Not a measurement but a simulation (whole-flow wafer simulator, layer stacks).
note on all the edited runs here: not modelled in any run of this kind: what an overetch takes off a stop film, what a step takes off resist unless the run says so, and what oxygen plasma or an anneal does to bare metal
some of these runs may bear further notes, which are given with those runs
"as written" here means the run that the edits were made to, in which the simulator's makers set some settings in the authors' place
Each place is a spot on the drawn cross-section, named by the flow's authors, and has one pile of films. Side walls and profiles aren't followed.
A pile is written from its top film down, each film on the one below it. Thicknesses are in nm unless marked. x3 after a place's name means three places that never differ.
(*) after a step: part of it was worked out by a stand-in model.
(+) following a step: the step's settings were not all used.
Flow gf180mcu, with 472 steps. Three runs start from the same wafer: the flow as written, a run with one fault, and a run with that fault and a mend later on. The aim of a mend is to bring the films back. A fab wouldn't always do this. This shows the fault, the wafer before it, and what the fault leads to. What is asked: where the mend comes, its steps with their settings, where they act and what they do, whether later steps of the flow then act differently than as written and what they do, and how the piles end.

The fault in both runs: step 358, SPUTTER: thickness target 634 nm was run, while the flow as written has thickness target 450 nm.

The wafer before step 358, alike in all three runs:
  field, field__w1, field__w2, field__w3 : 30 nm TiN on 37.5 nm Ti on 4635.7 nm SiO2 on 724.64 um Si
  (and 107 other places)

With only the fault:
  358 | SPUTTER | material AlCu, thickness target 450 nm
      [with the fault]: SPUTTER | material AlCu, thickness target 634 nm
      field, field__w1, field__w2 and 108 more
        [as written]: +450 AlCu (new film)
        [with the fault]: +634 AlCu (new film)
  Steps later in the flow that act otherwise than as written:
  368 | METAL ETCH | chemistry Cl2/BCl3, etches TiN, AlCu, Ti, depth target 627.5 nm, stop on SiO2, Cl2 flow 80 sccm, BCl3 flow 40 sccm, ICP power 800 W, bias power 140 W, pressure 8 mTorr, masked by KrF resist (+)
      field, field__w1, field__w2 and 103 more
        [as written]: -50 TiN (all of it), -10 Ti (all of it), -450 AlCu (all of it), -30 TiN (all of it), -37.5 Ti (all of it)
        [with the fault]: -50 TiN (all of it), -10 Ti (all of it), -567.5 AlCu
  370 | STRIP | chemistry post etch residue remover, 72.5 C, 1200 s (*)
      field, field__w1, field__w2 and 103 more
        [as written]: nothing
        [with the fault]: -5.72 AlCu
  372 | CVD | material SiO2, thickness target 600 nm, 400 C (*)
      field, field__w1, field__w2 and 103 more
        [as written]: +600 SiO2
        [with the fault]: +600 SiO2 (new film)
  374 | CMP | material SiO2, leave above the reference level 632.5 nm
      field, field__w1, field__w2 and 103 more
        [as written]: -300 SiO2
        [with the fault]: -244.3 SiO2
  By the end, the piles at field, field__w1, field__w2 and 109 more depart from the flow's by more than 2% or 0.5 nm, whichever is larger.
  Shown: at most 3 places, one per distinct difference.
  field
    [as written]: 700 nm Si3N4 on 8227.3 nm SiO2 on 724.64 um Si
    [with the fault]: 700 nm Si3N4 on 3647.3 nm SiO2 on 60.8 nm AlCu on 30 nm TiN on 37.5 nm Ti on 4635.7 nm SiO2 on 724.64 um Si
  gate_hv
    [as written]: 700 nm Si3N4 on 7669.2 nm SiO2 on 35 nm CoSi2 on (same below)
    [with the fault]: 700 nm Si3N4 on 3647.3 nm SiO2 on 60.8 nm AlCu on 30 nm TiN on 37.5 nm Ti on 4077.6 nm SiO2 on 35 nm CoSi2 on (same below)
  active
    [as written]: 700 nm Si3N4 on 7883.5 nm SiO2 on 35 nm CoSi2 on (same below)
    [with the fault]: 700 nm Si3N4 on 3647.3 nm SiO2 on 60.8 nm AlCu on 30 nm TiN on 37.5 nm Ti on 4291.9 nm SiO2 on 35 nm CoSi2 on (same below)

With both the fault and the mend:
  The mend stands after step 358.
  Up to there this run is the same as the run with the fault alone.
  358a | METAL ETCH | chemistry Cl2/BCl3, etches TiN, AlCu, Ti, depth target 184 nm, Cl2 flow 80 sccm, BCl3 flow 40 sccm, ICP power 800 W, bias power 140 W, pressure 8 mTorr (the flow's step 260 again, with other settings)
      field, field__w1, field__w2 and 108 more
        -184 AlCu
  Later steps of the flow that are run all act as written at every place that is followed.
  The piles end the same as the flow's at every place that both follow.
